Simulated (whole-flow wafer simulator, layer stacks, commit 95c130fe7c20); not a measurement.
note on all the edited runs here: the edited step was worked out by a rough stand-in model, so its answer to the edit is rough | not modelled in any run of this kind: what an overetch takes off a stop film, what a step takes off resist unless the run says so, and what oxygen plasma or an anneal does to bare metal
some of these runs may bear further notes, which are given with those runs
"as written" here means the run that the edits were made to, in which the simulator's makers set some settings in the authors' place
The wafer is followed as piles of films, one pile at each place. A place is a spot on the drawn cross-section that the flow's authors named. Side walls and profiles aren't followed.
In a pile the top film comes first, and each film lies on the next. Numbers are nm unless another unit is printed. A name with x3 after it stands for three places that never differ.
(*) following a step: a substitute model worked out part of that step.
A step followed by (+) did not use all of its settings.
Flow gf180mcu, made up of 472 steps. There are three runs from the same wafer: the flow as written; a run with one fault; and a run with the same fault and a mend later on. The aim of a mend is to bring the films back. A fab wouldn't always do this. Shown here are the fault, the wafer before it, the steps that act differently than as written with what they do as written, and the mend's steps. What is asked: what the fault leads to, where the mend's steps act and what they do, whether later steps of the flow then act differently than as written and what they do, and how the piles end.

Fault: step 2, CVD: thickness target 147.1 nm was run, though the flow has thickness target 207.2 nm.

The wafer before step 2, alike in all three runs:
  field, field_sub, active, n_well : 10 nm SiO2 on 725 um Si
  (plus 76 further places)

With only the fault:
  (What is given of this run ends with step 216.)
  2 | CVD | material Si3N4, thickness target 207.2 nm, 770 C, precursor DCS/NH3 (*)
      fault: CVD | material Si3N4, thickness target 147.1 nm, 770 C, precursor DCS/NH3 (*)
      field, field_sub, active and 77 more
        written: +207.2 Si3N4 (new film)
        fault: +147.1 Si3N4 (new film)
  Steps further on in the flow that do not act as written (29 other steps are not shown; they differ only slightly, by no more than 2% or 0.5 nm, whichever is larger):
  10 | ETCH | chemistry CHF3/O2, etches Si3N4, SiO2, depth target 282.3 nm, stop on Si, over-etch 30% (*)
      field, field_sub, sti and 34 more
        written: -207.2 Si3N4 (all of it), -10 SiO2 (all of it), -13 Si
        fault: -147.1 Si3N4 (all of it), -10 SiO2 (all of it), -25 Si
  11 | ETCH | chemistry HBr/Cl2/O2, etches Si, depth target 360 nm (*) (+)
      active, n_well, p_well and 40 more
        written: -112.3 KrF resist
        fault: -108.3 KrF resist
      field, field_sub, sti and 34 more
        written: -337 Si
        fault: -325 Si
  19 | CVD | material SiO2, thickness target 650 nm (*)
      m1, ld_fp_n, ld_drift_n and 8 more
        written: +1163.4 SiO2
        fault: +1103.3 SiO2
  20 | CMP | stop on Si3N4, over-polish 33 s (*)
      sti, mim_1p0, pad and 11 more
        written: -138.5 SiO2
        fault: -198.5 SiO2
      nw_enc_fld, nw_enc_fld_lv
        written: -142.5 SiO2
        fault: -202.6 SiO2
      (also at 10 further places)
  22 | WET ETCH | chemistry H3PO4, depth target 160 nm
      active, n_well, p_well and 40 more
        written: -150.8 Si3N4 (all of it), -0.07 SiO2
        fault: -90.7 Si3N4 (all of it), -0.54 SiO2
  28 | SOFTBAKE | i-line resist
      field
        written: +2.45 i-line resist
        fault: -1.86 i-line resist
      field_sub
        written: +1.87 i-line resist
        fault: -1.45 i-line resist
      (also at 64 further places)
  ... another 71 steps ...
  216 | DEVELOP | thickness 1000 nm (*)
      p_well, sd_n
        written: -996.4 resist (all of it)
        fault: -937.5 resist (all of it)
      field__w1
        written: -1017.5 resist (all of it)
        fault: -1045.4 resist (all of it)
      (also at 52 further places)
  After step 216, at field, field__w1, field__w2 and 68 more, the piles differ from the flow's by more than 2% or 0.5 nm, whichever is larger.
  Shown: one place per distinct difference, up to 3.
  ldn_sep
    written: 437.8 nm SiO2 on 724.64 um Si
    fault: 378.2 nm SiO2 on 724.64 um Si
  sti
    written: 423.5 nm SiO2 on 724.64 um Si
    fault: 363.9 nm SiO2 on 724.64 um Si
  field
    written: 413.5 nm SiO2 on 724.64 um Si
    fault: 353.9 nm SiO2 on 724.64 um Si

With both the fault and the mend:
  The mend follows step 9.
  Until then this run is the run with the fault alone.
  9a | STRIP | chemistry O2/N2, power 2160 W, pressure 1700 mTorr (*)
      active, n_well, p_well and 40 more
        -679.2 KrF resist (all of it)
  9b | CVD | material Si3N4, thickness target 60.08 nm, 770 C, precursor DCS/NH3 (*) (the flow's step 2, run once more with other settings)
      field, field_sub, active and 77 more
        +60.1 Si3N4
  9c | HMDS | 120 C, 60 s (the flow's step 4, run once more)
      alters no film at any place that is followed
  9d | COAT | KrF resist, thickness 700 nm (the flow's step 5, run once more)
      field, field_sub, active and 77 more
        +700 KrF resist (new film)
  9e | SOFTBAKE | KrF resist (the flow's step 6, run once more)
      alters no film at any place that is followed
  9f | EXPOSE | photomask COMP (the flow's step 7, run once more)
      alters no film at any place that is followed
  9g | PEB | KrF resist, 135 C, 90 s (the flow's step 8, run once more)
      field, field_sub, active and 77 more
        -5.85 KrF resist
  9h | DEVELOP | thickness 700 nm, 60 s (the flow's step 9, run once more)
      active, n_well, p_well and 40 more
        -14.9 KrF resist
      field, field_sub, sti and 34 more
        -694.2 KrF resist (all of it)
  None of the later steps of the flow differs from how it acts as written, at any place that is followed, by more than 2% or 0.5 nm, whichever is larger.
  By the end, the piles equal the flow's at every place that both follow.
